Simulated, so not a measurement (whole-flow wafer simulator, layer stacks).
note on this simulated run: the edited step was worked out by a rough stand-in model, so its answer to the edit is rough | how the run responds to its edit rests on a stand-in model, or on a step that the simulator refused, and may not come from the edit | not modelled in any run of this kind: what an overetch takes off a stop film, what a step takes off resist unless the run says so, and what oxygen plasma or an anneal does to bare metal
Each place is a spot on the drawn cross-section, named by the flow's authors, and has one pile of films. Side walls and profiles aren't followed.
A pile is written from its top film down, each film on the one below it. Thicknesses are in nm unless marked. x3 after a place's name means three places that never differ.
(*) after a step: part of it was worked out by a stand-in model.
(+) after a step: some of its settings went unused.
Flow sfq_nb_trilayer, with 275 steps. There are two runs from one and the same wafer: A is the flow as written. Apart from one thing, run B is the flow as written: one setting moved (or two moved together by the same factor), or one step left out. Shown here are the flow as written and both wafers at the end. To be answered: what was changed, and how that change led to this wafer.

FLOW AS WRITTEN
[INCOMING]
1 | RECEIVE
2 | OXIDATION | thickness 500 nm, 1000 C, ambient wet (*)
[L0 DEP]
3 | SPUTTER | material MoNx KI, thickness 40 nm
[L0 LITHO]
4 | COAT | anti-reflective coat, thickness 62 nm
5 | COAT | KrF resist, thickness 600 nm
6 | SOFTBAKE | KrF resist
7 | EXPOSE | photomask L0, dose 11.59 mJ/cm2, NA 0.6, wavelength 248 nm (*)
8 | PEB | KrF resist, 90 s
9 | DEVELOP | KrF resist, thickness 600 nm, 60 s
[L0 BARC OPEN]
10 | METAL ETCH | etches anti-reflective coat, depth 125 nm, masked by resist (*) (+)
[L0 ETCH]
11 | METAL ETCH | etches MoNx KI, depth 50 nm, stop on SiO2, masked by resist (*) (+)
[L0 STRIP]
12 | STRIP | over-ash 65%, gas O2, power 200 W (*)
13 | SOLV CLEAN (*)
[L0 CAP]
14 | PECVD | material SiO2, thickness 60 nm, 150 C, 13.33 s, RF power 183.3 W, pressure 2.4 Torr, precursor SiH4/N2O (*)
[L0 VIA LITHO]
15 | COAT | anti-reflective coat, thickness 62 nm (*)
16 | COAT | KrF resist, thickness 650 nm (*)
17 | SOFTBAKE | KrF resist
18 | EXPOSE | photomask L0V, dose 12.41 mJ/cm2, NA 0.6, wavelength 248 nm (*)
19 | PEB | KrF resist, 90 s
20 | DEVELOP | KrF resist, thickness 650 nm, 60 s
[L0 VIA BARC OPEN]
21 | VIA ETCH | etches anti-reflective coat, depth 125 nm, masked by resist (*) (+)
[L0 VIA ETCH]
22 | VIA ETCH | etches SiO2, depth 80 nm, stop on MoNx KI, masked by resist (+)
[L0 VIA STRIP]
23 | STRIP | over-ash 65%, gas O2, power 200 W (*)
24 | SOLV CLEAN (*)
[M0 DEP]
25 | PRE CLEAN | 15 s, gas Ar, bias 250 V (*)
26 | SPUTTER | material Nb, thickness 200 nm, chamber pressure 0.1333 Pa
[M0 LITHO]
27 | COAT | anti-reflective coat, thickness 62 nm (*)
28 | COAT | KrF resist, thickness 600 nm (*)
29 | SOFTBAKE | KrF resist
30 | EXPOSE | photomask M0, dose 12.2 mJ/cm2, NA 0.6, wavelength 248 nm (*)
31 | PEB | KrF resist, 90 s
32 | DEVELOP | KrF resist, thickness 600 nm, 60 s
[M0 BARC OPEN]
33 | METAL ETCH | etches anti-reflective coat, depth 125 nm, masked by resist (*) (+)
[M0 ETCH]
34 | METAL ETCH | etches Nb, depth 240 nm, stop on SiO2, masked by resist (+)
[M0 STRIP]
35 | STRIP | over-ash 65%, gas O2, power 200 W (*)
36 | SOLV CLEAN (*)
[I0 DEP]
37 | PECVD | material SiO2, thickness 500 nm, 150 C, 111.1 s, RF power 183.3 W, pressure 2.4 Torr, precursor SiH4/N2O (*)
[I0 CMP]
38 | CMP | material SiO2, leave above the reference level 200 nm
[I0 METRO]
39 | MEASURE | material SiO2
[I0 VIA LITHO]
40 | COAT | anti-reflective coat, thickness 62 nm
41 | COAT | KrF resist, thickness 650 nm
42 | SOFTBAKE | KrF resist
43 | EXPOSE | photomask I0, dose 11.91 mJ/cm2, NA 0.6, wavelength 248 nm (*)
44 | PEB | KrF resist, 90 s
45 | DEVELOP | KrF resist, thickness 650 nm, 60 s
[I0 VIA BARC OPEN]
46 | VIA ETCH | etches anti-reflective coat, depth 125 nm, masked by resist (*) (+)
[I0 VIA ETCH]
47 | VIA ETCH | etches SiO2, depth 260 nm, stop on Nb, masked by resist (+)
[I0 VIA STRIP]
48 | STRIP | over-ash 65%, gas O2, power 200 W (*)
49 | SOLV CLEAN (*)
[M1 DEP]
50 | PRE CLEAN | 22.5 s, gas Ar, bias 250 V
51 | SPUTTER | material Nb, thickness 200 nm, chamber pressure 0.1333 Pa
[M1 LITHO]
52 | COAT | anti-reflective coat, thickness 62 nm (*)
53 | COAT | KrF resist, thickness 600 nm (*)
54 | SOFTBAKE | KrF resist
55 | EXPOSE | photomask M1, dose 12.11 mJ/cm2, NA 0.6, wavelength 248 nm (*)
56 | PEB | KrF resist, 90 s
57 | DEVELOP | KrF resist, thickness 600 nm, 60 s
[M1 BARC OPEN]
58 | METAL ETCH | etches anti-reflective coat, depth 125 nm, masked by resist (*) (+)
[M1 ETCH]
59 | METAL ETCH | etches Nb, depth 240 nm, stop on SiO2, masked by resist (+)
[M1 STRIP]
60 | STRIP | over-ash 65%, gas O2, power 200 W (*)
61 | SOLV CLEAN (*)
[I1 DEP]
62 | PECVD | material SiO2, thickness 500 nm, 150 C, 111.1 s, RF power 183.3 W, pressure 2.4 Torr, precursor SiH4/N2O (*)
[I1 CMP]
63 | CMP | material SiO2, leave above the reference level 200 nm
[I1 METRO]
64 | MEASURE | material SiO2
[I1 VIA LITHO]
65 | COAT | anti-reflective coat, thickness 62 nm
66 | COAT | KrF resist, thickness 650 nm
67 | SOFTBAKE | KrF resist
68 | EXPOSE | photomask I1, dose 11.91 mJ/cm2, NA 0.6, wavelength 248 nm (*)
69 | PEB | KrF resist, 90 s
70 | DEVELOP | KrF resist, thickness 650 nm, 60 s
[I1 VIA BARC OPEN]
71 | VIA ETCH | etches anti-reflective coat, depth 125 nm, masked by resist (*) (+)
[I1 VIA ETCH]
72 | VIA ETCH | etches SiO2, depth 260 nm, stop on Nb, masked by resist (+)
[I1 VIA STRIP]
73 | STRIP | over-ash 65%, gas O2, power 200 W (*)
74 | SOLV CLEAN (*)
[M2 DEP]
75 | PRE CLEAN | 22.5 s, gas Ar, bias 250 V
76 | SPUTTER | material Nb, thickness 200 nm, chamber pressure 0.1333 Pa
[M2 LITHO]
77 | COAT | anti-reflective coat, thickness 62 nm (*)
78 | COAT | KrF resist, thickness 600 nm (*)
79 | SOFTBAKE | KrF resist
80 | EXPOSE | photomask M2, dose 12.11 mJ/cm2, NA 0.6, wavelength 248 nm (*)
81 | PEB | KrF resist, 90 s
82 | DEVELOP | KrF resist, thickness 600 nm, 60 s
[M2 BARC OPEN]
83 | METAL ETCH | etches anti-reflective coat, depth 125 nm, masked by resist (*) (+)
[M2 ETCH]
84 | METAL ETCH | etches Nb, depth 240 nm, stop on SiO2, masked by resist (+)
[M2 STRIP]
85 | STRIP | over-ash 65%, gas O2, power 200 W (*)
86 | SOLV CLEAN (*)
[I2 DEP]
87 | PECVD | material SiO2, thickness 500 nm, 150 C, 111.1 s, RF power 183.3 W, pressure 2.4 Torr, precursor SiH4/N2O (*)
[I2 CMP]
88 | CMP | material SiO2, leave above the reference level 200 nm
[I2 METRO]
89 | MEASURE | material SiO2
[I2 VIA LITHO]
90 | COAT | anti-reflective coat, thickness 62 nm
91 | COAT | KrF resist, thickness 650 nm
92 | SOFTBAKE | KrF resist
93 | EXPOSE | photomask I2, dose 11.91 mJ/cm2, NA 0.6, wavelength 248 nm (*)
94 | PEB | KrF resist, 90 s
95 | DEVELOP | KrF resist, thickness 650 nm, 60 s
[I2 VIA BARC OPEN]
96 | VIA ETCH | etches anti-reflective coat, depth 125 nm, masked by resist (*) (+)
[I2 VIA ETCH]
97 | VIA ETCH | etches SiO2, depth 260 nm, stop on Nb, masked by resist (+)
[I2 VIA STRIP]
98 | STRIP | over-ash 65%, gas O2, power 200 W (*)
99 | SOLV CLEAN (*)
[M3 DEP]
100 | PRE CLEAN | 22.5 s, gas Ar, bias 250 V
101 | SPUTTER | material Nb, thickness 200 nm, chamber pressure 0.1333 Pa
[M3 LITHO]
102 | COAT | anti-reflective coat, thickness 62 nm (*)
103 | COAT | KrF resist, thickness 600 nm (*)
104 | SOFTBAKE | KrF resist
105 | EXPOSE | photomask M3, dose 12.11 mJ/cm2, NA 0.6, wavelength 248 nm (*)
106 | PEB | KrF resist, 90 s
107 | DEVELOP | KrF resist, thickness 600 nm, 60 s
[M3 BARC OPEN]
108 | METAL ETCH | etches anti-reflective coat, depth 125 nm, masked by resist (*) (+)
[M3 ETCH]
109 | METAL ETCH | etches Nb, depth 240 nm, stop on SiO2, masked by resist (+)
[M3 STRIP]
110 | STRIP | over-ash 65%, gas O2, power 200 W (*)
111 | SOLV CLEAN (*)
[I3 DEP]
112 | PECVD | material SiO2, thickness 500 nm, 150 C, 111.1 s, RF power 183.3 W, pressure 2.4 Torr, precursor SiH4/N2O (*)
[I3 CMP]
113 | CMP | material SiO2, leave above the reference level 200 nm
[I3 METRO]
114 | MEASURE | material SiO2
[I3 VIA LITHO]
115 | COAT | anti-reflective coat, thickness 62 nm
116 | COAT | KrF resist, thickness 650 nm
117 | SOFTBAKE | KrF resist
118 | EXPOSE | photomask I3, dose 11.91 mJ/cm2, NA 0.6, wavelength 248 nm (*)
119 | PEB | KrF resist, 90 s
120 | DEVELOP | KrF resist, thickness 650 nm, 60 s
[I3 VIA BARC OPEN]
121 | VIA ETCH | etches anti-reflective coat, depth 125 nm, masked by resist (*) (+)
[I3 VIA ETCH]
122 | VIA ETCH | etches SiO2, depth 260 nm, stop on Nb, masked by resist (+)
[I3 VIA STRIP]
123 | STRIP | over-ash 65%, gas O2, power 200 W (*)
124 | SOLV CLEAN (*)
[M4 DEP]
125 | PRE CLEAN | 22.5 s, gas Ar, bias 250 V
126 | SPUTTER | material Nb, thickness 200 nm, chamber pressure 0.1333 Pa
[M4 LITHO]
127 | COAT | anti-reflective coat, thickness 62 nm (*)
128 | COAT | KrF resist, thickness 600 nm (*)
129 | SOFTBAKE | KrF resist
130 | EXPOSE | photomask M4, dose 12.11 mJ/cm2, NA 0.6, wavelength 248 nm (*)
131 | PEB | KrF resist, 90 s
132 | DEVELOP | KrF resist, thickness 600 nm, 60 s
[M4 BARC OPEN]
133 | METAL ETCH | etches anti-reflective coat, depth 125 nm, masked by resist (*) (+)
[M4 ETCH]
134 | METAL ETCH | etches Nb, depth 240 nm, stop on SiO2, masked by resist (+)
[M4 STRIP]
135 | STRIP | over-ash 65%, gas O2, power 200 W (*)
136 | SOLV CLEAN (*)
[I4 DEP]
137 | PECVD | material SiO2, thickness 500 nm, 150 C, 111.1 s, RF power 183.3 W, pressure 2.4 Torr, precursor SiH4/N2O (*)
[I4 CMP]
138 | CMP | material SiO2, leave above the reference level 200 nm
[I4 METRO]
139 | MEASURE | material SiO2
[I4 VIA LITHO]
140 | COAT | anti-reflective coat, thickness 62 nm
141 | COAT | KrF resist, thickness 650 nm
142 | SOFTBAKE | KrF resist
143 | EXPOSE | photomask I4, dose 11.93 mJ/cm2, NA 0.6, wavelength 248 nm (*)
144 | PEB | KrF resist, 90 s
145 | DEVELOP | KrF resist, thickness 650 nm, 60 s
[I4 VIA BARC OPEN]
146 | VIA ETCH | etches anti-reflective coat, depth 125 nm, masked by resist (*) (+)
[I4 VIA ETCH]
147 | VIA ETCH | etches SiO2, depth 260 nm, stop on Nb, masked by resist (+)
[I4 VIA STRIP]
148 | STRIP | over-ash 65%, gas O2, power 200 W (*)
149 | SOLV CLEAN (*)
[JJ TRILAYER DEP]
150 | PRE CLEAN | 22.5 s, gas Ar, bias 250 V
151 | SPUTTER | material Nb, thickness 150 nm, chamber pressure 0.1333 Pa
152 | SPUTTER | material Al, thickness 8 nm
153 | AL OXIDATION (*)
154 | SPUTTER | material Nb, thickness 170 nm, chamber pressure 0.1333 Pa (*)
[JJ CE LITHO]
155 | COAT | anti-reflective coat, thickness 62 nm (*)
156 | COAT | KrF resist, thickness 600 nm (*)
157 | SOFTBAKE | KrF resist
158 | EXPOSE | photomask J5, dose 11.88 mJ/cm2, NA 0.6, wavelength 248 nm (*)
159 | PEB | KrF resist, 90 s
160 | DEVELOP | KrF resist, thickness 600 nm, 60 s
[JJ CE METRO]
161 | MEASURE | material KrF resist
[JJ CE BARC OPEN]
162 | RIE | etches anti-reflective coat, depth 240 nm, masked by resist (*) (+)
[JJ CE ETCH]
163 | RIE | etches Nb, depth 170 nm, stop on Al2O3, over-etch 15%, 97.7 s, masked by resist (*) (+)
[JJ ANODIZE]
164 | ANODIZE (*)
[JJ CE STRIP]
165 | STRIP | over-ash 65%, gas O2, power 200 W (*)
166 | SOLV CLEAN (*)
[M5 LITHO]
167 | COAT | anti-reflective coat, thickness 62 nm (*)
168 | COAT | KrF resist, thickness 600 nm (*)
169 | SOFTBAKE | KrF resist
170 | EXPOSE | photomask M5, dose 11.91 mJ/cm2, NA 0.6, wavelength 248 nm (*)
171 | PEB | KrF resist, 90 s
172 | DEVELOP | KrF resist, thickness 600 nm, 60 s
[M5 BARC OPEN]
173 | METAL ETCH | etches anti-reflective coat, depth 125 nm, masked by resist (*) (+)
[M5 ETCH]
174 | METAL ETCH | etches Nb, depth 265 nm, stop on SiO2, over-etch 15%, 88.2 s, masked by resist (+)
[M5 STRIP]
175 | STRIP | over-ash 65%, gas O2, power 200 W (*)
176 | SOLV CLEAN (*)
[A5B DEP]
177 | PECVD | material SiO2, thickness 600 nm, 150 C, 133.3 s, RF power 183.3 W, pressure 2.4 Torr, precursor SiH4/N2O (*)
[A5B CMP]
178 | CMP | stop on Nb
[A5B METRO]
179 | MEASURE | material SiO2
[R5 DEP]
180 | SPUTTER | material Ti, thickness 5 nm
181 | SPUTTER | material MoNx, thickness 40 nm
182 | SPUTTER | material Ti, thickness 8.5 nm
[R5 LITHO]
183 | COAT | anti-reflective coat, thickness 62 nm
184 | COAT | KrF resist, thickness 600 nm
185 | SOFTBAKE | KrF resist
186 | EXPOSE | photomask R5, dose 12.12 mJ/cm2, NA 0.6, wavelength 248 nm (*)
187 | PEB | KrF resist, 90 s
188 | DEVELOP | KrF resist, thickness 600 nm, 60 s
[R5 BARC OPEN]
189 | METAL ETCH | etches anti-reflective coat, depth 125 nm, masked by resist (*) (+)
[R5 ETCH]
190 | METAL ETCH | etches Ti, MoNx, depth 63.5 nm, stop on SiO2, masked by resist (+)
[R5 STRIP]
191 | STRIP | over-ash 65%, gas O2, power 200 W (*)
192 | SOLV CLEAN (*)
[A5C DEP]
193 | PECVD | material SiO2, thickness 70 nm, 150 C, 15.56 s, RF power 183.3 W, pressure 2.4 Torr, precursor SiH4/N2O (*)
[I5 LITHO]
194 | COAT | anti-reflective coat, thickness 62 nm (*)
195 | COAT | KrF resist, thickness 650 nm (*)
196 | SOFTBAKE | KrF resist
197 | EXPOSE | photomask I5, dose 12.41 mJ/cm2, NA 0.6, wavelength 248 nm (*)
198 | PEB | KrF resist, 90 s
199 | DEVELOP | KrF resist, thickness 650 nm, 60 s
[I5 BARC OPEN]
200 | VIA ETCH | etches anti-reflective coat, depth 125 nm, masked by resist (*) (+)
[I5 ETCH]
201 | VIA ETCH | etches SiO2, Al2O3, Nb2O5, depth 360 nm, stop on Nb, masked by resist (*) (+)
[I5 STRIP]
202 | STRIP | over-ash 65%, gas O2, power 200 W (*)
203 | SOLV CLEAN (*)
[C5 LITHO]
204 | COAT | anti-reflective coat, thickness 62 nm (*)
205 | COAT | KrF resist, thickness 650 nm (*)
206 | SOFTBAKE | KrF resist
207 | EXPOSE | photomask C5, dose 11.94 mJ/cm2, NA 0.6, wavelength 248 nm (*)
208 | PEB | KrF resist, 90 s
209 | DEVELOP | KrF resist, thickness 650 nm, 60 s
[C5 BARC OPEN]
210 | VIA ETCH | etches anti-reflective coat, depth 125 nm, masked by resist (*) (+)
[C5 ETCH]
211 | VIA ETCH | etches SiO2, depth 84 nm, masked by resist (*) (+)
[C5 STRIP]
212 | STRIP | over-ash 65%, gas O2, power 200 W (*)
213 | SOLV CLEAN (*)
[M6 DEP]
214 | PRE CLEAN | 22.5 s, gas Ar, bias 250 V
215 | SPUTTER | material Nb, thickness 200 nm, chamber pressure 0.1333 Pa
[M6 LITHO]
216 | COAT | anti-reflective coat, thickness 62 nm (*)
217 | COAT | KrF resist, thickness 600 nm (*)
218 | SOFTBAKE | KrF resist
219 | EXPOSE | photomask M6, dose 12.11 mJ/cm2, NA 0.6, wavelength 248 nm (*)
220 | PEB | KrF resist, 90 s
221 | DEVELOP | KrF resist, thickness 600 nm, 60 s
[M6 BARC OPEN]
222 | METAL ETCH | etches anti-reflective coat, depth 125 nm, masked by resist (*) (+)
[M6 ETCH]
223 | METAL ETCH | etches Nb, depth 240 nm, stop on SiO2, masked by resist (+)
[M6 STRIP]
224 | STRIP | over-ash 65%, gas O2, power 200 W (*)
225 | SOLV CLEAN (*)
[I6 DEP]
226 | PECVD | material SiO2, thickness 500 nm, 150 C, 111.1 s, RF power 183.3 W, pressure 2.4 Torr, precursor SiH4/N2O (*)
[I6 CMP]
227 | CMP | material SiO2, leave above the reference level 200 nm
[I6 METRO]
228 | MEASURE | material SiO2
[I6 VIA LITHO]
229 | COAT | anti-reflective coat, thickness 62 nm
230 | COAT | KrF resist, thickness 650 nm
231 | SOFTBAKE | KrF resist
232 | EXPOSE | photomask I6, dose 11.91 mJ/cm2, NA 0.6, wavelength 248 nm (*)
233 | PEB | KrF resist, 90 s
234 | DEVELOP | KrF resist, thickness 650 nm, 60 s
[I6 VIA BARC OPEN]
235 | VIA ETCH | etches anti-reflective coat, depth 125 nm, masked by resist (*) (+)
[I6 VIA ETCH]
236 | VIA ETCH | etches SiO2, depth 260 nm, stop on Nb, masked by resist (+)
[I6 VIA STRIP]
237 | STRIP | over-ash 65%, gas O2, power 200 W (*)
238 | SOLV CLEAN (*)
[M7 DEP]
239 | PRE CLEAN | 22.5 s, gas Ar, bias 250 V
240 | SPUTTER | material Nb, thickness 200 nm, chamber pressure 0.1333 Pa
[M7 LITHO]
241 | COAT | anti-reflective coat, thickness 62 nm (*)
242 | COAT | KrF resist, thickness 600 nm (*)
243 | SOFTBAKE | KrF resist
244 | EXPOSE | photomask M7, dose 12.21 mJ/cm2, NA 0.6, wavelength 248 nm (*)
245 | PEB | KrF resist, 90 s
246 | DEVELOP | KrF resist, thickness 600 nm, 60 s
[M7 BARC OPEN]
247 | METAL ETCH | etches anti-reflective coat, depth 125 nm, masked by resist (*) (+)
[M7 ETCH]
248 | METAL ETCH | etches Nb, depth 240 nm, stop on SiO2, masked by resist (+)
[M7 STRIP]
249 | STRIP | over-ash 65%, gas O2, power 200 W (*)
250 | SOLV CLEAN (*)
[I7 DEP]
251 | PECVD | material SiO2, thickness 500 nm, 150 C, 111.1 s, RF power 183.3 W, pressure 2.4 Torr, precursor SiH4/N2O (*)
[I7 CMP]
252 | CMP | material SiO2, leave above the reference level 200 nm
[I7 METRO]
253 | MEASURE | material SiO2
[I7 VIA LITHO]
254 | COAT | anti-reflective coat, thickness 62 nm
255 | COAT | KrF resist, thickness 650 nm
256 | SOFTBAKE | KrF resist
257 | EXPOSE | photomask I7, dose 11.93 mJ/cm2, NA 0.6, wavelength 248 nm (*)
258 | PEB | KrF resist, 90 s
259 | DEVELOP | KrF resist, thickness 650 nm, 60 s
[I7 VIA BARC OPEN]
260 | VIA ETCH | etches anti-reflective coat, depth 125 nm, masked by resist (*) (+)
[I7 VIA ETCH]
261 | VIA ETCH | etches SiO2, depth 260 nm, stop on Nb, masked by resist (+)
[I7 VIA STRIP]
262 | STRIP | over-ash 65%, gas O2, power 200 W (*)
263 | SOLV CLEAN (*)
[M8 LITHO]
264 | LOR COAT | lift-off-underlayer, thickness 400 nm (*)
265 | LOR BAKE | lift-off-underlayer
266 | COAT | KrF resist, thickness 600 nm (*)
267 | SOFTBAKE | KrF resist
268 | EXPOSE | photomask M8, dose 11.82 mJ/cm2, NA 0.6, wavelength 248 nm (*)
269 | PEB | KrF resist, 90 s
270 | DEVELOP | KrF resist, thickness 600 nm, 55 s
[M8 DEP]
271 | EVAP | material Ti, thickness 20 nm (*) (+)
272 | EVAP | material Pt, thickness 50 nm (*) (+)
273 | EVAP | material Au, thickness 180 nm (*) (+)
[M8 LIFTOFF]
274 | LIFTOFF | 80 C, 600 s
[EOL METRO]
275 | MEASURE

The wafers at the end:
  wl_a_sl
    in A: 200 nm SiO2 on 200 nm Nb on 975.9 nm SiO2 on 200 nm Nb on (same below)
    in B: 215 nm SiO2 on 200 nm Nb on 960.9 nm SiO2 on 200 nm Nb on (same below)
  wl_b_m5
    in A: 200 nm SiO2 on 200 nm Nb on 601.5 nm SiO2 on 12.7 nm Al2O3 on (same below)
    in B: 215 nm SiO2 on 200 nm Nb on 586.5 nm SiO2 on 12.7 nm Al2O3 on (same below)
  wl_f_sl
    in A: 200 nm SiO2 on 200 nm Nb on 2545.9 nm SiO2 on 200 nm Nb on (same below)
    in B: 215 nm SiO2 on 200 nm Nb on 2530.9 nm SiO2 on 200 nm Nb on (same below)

The reason: step 226, PECVD: thickness 385 nm was run, though the flow has thickness 500 nm; step 226, PECVD: 85.56 s was run, where the flow has 111.1 s.

The path from the change to this, step by step:
  226 | PECVD | material SiO2, thickness 500 nm, 150 C, 111.1 s, RF power 183.3 W, pressure 2.4 Torr, precursor SiH4/N2O (*)
      field_l, p4_fl, p4_fm and 62 more: A SiO2 gains 500 | B SiO2 gains 385
      v_sur, via_wl, via_w and 21 more: A SiO2 gains 500 (new film) | B SiO2 gains 385 (new film)
      (also at 17 further places)
  227 | CMP | material SiO2, leave above the reference level 200 nm
      field_l, p4_fl, p4_fm and 59 more: A SiO2 loses 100 | B nothing
      moat, field_r, lsp_l, ln_m5, lsp_m: A SiO2 loses 93.6 | B nothing
      (also at 39 further places)
  229 | COAT | anti-reflective coat, thickness 62 nm
      via_wl, via_w, via_wr, sp_r, be_r, r_sur, res: A anti-reflective coat gains 62 (new film) | B anti-reflective coat gains 60.7 (new film)
      l0v, l0r_line_l, m5r_space_l, m5r_space_r: A anti-reflective coat gains 62 (new film) | B anti-reflective coat gains 63.3 (new film)
      (also at 43 further places)
  230 | COAT | KrF resist, thickness 650 nm
      be: A KrF resist gains 650 (new film) | B KrF resist gains 777.5 (new film)
      be_sur: A KrF resist gains 650 (new film) | B KrF resist gains 635 (new film)
  235 | VIA ETCH | etches anti-reflective coat, depth 125 nm, masked by resist (*) (+)
      field_l, v_sur, via_wl and 102 more: A KrF resist loses 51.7 | B KrF resist loses 50.3
      via_v: A anti-reflective coat loses 62 (all of it), SiO2 loses 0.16 | B anti-reflective coat loses 60.4 (all of it), SiO2 loses 0.15
  237 | STRIP | over-ash 65%, gas O2, power 200 W (*)
      wl_c_sl, wl_c_sr, wl_f_sl: A KrF resist loses 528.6 (all of it), anti-reflective coat loses 62 (all of it) | B KrF resist loses 531 (all of it), anti-reflective coat loses 64 (all of it)
      via_w, via_wr: A KrF resist loses 528.6 (all of it), anti-reflective coat loses 62 (all of it) | B KrF resist loses 523.8 (all of it), anti-reflective coat loses 60.7 (all of it)
      (also at 48 further places)
  240 | SPUTTER | material Nb, thickness 200 nm, chamber pressure 0.1333 Pa
      be: A Nb gains 200 (new film) | B Nb gains 149.4 (new film)
  241 | COAT | anti-reflective coat, thickness 62 nm (*)
      wl_c_sl, wl_c_sr, wl_f_sl, wl_f_sr, m0r_space_l, m0r_space_r, m7r_space_l, m7r_space_r: A anti-reflective coat gains 62 (new film) | B anti-reflective coat gains 63.9 (new film)
      be_r, r_sur, res: A anti-reflective coat gains 61.7 (new film) | B anti-reflective coat gains 60.4 (new film)
      (also at 40 further places)
  242 | COAT | KrF resist, thickness 600 nm (*)
      wire: A KrF resist gains 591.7 (new film) | B KrF resist gains 572.3 (new film)
      be: A KrF resist gains 592.4 (new film) | B KrF resist gains 730.7 (new film)
      (also at 1 further place)
  247 | METAL ETCH | etches anti-reflective coat, depth 125 nm, masked by resist (*) (+)
      wl_c_sl, wl_c_sr, m0r_space_l, m0r_space_r, m7r_space_l, m7r_space_r: A anti-reflective coat loses 62 (all of it) | B anti-reflective coat loses 63.9 (all of it)
      m5r_linepad_l, m5r_linepad_r: A anti-reflective coat loses 62 (all of it) | B anti-reflective coat loses 67.8 (all of it)
      (also at 13 further places)
  249 | STRIP | over-ash 65%, gas O2, power 200 W (*)
      v_sur: A KrF resist loses 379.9 (all of it), anti-reflective coat loses 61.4 (all of it) | B KrF resist loses 374.3 (all of it), anti-reflective coat loses 57.6 (all of it)
      via_wl: A KrF resist loses 379.3 (all of it), anti-reflective coat loses 61.3 (all of it) | B KrF resist loses 372.2 (all of it), anti-reflective coat loses 59.9 (all of it)
      (also at 29 further places)
  251 | PECVD | material SiO2, thickness 500 nm, 150 C, 111.1 s, RF power 183.3 W, pressure 2.4 Torr, precursor SiH4/N2O (*)
      be: A SiO2 gains 500 (new film) | B SiO2 gains 656.8 (new film)
  252 | CMP | material SiO2, leave above the reference level 200 nm
      field_l, p4_fl, p4_fm and 48 more: A SiO2 loses 100 | B SiO2 loses 85
      wl_a_sl, wl_a_sr, wl_b_sl and 9 more: A SiO2 loses 300 | B SiO2 loses 285
      (also at 12 further places)
